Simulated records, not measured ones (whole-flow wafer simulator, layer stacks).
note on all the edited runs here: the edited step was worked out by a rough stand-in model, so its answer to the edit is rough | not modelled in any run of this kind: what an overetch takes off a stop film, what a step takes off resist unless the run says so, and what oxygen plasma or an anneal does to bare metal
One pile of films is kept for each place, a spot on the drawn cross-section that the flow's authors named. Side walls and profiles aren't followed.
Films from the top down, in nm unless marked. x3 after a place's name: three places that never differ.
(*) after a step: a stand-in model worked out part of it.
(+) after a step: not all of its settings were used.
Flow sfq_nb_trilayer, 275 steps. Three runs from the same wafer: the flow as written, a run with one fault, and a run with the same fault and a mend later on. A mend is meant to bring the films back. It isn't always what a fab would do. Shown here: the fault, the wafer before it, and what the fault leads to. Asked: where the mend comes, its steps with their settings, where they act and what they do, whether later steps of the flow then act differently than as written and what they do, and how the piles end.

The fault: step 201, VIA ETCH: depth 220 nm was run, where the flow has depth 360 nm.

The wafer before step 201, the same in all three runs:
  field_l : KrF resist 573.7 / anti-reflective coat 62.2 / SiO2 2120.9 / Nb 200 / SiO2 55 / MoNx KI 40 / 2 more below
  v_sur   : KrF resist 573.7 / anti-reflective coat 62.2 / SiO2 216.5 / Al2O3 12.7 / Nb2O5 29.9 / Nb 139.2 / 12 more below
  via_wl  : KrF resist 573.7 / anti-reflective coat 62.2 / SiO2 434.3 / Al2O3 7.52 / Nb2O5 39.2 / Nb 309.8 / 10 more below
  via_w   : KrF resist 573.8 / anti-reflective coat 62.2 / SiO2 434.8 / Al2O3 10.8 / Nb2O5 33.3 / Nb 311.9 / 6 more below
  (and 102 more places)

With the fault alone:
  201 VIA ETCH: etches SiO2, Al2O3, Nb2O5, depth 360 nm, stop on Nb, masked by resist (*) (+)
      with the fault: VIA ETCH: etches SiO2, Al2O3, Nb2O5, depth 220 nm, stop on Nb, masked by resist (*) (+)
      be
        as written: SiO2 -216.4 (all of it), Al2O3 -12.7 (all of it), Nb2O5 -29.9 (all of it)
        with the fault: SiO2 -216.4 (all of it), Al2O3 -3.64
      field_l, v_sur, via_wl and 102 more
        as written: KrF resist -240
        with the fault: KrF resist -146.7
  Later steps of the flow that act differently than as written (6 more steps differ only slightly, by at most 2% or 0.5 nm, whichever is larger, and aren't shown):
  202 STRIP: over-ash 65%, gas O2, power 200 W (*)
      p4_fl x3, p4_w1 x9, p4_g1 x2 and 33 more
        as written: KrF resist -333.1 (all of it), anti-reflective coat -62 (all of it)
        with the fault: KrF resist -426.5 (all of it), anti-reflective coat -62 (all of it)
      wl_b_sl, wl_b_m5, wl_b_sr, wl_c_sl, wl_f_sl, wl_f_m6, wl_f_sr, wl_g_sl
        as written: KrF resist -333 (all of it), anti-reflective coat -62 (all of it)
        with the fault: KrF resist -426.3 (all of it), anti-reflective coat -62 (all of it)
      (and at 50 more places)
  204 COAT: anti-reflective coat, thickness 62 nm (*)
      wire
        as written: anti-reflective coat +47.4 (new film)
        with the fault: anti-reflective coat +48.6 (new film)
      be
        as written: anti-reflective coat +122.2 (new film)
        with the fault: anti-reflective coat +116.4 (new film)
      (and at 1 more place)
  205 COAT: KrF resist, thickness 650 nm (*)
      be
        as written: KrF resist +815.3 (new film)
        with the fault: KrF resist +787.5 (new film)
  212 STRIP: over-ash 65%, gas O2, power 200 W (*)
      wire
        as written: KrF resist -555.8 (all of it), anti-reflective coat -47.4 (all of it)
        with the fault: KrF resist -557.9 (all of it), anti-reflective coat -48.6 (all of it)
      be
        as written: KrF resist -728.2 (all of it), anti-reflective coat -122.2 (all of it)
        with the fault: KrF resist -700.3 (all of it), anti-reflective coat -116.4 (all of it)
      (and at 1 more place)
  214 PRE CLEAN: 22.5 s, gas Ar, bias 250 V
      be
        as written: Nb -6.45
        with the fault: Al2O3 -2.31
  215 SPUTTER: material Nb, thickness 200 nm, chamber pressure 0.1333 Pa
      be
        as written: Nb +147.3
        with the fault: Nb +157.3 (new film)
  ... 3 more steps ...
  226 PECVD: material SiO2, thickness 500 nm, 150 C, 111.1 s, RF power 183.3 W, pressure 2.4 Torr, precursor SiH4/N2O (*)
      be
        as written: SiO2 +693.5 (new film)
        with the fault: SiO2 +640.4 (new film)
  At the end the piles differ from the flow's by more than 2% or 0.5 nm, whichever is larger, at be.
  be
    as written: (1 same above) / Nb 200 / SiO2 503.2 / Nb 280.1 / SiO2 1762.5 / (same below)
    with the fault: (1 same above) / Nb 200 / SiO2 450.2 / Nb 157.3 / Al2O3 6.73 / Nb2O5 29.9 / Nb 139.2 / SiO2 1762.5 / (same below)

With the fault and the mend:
  The mend comes after step 201.
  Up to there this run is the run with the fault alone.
  201a VIA ETCH: etches SiO2, Al2O3, Nb2O5, depth 140 nm, stop on Nb, masked by resist (*) (+) (the flow's step 201 once more, with other settings)
      field_l, v_sur, via_wl and 102 more
        KrF resist -93.3
      be
        Al2O3 -9.05 (all of it), Nb2O5 -29.9 (all of it)
  No later step of the flow acts differently than as written at any place that is followed.
  At the end the piles are the same as the flow's at every place that both follow.
